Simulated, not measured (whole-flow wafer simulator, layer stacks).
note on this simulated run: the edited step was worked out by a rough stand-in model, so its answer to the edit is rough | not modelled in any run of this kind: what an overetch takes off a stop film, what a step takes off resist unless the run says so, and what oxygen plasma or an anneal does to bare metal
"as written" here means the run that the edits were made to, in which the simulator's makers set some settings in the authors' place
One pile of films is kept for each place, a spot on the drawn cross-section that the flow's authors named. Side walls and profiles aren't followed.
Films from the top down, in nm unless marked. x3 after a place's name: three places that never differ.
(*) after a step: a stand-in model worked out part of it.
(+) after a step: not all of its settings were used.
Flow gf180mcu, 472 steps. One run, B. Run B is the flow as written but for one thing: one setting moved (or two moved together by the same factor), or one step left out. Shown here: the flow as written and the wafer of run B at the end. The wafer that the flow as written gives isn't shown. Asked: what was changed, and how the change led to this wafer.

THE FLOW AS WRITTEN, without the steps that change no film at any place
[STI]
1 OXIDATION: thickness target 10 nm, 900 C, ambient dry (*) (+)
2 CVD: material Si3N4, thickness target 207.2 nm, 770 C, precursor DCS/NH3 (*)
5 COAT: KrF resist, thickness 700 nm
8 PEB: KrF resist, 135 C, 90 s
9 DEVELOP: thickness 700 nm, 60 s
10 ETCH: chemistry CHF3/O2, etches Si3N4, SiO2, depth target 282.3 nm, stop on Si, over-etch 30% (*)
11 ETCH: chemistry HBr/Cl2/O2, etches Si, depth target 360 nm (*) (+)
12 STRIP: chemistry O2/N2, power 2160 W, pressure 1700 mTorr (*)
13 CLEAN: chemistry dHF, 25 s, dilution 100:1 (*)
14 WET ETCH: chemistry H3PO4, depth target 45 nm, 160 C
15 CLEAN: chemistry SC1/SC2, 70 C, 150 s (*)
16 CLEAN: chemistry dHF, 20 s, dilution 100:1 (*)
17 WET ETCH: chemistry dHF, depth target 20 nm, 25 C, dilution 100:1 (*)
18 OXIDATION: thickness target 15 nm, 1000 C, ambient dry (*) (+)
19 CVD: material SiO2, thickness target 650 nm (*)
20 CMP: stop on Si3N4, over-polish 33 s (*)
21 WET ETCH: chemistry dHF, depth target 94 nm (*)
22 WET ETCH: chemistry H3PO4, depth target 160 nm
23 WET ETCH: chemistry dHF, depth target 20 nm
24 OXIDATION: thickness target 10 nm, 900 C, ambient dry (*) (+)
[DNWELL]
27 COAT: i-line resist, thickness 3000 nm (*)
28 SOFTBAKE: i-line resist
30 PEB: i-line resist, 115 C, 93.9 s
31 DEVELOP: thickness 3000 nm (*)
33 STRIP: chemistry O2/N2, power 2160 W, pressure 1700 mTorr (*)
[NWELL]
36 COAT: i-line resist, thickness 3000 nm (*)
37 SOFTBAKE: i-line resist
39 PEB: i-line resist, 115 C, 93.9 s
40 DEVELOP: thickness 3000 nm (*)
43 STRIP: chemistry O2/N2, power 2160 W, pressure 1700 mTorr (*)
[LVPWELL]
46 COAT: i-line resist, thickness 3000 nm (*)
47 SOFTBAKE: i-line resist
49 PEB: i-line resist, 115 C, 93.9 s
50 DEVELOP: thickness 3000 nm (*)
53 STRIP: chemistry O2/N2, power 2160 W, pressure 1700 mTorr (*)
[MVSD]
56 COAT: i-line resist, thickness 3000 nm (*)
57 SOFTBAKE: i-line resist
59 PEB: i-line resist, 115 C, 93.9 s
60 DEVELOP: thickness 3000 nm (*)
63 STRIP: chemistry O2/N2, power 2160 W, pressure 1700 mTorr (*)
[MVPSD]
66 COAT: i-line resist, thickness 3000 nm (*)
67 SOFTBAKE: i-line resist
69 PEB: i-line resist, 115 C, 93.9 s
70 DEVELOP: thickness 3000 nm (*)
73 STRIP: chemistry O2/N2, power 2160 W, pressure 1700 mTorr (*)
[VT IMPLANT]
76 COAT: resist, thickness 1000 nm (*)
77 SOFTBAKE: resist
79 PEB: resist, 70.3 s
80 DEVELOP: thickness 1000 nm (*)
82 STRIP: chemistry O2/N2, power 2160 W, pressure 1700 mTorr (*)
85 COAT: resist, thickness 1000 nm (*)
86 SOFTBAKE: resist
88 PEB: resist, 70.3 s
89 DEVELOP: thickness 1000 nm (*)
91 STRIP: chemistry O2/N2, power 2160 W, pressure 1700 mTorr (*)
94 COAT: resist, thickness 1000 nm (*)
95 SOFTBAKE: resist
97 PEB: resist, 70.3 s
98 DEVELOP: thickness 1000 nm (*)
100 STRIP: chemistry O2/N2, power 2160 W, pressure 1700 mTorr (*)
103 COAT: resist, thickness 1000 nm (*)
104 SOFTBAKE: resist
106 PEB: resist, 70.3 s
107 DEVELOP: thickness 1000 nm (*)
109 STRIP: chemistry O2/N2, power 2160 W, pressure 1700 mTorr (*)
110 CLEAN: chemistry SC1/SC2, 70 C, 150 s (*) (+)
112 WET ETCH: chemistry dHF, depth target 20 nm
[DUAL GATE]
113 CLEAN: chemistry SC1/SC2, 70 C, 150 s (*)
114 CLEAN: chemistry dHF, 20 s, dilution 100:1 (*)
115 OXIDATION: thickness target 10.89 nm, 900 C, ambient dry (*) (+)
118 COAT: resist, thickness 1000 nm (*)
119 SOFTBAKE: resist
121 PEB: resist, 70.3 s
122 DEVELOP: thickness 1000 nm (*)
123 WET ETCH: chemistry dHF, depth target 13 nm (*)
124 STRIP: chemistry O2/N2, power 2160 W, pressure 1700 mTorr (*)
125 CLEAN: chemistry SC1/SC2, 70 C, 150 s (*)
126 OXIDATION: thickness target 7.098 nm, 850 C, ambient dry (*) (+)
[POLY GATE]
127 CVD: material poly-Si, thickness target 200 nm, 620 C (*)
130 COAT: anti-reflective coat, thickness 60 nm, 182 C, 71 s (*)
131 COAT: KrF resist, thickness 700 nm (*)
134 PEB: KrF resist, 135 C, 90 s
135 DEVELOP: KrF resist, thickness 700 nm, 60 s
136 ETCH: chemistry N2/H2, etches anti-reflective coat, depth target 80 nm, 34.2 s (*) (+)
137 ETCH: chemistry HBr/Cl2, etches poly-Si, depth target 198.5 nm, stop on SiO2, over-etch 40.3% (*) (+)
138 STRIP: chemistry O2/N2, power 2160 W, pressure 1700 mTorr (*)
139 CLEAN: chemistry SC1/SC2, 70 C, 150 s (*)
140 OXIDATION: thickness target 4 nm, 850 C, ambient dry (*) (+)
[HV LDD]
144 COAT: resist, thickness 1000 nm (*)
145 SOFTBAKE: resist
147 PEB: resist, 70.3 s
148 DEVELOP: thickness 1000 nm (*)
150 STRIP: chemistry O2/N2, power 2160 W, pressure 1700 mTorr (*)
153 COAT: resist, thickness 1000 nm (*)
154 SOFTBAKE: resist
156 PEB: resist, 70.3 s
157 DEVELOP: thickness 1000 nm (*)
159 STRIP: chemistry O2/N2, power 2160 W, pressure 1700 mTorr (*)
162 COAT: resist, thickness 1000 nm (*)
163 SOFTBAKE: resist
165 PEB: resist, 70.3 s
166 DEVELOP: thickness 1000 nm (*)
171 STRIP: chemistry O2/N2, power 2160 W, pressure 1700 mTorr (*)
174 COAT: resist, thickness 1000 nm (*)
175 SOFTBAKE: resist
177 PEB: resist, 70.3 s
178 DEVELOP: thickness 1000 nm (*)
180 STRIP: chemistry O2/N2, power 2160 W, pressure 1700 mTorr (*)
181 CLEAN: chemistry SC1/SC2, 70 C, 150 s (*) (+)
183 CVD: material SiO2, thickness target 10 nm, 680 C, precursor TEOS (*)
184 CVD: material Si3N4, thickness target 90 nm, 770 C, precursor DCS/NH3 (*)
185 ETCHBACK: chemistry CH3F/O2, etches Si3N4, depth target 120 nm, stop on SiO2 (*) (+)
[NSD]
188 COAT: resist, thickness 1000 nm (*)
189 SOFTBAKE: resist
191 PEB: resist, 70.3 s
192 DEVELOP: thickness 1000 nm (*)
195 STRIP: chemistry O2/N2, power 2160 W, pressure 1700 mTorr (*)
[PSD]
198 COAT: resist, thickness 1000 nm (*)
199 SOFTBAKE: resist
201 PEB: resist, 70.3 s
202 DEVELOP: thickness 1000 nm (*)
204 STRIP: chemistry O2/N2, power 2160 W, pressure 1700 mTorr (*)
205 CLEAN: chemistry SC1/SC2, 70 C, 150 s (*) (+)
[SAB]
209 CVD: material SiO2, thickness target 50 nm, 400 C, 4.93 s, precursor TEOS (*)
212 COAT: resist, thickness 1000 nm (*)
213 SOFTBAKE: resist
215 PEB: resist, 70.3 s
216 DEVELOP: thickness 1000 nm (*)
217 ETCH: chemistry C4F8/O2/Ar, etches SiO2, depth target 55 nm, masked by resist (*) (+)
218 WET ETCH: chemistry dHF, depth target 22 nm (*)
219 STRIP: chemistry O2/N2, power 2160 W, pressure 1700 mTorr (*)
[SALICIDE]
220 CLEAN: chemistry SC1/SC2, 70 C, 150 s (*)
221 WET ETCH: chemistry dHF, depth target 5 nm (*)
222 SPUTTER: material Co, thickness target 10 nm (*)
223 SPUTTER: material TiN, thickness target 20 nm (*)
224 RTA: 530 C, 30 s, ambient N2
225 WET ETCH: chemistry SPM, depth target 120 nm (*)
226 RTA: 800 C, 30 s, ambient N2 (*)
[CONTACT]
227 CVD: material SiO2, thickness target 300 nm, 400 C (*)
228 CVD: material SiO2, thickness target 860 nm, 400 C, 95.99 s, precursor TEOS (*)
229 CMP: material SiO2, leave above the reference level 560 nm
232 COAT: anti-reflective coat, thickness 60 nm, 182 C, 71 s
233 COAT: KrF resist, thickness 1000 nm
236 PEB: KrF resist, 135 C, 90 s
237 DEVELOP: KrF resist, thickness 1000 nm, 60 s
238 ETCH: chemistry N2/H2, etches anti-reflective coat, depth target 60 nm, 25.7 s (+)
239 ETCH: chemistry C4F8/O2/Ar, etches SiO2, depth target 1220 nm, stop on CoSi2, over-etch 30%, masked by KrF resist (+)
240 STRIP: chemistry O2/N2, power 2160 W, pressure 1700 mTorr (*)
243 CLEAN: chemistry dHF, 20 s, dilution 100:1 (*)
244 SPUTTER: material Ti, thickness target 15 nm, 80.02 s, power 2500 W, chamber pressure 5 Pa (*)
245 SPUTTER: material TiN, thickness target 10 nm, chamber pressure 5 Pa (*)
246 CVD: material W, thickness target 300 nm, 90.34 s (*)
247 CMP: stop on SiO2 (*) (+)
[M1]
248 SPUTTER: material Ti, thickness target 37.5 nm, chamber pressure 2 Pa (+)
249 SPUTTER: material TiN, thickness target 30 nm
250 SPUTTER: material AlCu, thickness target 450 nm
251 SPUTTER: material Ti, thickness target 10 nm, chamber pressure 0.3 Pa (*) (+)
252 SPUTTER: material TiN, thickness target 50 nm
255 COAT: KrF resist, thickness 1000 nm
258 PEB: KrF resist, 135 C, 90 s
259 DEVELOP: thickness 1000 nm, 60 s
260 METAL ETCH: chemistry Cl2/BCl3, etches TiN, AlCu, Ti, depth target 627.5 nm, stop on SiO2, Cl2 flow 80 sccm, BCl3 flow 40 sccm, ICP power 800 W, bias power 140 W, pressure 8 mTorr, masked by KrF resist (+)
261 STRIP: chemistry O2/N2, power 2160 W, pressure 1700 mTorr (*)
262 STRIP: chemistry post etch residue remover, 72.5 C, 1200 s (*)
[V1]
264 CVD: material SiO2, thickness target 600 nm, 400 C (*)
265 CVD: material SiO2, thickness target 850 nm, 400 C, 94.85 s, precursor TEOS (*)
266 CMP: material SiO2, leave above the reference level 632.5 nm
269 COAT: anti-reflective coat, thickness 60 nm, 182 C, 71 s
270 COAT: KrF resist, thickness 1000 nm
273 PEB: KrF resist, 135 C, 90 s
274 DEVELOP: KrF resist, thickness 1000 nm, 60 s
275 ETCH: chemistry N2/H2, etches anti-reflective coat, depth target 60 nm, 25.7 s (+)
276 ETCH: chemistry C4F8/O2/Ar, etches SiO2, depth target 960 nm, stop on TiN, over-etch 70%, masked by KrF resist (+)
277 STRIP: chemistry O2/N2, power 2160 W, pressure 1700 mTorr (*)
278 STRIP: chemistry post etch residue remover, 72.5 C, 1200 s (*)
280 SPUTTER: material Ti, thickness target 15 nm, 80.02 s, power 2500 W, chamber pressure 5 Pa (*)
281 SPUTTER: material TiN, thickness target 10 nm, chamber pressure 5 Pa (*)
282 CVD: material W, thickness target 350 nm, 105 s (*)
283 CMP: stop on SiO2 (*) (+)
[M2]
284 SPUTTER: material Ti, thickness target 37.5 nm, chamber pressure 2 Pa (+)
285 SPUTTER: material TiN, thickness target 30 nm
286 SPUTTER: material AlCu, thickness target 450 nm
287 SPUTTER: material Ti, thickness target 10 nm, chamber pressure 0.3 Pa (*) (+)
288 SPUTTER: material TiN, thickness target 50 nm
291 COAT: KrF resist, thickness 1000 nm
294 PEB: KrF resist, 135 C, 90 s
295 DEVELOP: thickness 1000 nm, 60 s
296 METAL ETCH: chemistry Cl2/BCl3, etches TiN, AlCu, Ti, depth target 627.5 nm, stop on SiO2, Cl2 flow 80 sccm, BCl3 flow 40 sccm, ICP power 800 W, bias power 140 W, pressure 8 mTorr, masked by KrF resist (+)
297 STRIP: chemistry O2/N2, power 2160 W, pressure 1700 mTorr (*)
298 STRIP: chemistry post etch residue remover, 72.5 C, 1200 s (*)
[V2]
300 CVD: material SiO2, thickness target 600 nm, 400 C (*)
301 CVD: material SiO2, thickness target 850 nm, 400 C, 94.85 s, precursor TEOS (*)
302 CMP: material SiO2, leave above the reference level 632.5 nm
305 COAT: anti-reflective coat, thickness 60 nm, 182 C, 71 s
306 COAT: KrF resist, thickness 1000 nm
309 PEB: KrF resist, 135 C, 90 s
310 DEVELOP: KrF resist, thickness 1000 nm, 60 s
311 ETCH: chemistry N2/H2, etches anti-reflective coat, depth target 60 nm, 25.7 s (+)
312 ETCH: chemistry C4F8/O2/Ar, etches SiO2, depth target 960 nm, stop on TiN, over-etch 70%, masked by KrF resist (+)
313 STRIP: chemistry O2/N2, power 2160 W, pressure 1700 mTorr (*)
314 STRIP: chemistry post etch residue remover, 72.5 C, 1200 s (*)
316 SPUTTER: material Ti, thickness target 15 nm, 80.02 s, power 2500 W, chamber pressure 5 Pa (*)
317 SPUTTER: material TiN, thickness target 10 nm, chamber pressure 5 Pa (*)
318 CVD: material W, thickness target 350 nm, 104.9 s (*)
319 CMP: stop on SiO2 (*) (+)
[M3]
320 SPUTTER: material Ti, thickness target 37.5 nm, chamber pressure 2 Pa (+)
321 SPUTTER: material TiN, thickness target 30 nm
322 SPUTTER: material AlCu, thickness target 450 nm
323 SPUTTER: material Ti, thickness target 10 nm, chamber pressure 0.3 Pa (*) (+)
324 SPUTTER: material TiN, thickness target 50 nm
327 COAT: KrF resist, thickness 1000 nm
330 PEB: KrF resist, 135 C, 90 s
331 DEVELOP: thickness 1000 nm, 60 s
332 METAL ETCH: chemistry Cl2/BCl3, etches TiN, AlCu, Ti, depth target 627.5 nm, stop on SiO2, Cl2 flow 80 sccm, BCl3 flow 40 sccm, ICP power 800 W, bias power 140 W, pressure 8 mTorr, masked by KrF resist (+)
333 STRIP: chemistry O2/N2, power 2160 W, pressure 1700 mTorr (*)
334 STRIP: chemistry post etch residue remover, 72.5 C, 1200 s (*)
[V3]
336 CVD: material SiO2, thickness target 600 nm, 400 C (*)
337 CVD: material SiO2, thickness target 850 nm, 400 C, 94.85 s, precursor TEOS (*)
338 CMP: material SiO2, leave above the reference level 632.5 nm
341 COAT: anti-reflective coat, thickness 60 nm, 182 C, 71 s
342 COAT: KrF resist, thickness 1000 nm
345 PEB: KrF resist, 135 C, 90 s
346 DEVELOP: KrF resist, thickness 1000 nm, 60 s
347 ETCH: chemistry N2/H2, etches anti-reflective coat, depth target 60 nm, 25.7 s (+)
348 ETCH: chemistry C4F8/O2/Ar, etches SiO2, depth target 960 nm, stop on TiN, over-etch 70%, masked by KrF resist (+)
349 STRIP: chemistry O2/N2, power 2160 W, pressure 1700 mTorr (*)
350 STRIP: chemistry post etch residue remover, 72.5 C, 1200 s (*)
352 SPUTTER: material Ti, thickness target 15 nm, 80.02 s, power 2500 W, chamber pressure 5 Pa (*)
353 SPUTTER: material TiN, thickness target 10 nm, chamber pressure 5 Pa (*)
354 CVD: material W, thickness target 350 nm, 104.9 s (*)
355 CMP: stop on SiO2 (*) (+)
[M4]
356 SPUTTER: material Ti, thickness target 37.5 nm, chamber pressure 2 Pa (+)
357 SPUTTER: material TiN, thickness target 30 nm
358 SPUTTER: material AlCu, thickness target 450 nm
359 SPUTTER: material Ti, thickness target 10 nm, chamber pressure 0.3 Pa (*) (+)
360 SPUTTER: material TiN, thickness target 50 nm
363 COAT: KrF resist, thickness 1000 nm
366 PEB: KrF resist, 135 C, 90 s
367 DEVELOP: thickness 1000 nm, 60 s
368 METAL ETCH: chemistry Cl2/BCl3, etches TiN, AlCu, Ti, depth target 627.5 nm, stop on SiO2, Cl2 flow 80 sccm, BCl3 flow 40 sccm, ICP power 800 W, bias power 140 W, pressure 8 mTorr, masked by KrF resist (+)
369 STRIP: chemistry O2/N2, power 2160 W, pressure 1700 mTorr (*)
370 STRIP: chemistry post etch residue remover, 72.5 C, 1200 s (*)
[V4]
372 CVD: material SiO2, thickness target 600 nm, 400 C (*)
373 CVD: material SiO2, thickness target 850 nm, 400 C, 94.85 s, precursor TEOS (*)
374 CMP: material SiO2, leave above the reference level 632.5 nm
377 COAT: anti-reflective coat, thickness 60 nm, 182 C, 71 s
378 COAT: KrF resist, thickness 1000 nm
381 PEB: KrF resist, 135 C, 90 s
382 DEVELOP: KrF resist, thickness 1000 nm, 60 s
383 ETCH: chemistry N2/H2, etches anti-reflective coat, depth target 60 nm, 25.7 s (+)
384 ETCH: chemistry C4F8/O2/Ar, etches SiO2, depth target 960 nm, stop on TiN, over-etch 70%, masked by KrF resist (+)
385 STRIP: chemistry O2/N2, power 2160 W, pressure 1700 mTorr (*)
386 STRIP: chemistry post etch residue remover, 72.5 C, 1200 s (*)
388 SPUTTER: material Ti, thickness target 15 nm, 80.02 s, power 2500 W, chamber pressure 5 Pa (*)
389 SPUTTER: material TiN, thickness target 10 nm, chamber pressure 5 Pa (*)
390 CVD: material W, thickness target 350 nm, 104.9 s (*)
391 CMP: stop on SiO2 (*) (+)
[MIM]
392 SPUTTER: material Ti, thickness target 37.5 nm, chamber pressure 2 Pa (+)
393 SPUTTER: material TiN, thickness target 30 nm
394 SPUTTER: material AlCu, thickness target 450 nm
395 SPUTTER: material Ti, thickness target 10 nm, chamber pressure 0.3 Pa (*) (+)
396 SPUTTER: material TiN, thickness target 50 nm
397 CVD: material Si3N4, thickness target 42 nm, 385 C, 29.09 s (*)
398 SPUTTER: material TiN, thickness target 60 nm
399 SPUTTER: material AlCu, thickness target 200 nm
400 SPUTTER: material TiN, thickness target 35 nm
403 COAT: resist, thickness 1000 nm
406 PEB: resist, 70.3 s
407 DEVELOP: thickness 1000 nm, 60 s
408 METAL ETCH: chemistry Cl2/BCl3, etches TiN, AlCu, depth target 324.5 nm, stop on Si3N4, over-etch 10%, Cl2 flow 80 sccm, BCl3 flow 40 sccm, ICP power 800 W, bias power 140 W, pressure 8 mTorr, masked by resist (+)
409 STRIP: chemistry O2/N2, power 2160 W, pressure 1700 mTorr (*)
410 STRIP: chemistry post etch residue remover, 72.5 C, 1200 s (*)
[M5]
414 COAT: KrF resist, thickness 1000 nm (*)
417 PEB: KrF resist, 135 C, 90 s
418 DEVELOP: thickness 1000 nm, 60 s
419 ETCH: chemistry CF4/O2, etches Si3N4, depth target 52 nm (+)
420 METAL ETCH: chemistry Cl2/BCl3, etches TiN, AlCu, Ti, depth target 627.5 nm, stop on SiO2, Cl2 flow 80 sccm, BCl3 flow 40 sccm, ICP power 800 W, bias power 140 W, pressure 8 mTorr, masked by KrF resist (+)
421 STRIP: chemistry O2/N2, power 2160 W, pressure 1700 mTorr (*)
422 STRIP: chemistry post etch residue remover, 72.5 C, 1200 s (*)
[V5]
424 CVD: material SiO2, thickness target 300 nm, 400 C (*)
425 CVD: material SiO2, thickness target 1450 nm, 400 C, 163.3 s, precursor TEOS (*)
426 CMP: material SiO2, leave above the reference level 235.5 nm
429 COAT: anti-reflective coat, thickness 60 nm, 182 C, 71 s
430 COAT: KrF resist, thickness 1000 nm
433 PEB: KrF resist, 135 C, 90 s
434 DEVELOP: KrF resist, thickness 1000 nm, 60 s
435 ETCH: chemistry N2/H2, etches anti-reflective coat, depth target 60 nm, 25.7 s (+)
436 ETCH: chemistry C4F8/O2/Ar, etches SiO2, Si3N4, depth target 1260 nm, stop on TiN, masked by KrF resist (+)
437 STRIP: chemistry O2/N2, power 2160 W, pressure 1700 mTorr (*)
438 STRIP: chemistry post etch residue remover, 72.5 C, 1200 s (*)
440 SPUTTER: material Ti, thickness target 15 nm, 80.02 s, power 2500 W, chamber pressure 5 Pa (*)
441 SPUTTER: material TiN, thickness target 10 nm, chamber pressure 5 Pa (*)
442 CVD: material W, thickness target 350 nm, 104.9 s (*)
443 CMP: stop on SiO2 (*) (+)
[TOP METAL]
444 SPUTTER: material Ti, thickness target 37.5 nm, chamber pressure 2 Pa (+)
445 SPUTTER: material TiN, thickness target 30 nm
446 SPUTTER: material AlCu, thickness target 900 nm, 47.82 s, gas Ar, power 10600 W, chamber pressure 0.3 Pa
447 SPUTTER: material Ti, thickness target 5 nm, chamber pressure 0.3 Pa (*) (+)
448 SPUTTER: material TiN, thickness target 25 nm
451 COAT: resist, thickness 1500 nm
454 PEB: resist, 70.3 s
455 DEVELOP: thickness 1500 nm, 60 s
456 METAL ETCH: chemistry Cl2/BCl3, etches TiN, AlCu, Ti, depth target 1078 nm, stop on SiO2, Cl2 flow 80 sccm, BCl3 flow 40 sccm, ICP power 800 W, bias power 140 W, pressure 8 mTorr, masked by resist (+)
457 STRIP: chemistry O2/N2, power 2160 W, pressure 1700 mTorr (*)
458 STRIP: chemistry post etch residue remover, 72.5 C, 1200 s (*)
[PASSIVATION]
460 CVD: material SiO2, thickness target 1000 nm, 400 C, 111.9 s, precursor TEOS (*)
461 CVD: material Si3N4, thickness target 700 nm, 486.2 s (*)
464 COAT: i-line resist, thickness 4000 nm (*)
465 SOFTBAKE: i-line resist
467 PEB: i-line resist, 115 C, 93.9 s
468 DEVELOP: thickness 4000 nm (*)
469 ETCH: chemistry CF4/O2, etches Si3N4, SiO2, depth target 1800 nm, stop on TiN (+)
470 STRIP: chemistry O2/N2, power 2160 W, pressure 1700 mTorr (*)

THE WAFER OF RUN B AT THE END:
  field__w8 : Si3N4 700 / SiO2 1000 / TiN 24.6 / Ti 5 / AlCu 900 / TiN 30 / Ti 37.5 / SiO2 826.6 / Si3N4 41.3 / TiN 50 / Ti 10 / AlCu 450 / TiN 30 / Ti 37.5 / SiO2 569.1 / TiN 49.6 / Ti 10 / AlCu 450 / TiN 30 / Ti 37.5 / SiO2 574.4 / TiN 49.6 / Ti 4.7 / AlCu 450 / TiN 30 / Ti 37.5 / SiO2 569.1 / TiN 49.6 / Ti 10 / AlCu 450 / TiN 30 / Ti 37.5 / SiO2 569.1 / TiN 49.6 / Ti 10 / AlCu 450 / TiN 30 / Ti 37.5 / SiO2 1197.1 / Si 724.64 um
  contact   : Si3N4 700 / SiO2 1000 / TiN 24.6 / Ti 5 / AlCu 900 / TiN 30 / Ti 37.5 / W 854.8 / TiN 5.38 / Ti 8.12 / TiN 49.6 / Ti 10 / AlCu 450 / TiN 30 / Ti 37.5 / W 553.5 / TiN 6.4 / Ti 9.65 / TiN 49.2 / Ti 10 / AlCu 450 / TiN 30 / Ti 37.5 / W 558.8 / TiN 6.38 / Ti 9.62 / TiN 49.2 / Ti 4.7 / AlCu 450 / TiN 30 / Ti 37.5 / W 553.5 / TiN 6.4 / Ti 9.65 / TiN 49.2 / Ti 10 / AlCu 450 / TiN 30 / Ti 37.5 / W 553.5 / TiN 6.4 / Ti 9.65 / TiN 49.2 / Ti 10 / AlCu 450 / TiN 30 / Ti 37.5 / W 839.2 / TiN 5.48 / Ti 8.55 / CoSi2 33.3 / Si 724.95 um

The cause: step 323, SPUTTER: thickness target 4.7 nm was run, where the flow has thickness target 10 nm.
It can be read off the wafer: field__w8 has Ti 4.7, and step 323 as written asks for 10 nm.

How the change led to this, step by step:
  323 SPUTTER: material Ti, thickness target 10 nm, chamber pressure 0.3 Pa (*) (+)
      field, field__w1, field__w2 and 108 more: Ti +4.7 (new film) (as written it would be: Ti +10 (new film))
  332 METAL ETCH: chemistry Cl2/BCl3, etches TiN, AlCu, Ti, depth target 627.5 nm, stop on SiO2, Cl2 flow 80 sccm, BCl3 flow 40 sccm, ICP power 800 W, bias power 140 W, pressure 8 mTorr, masked by KrF resist (+)
      field, field__w1, field__w2 and 103 more: TiN -50 (all of it), Ti -4.7 (all of it), AlCu -450 (all of it), TiN -30 (all of it), Ti -37.5 (all of it) (as written it would be: TiN -50 (all of it), Ti -10 (all of it), AlCu -450 (all of it), TiN -30 (all of it), Ti -37.5 (all of it))
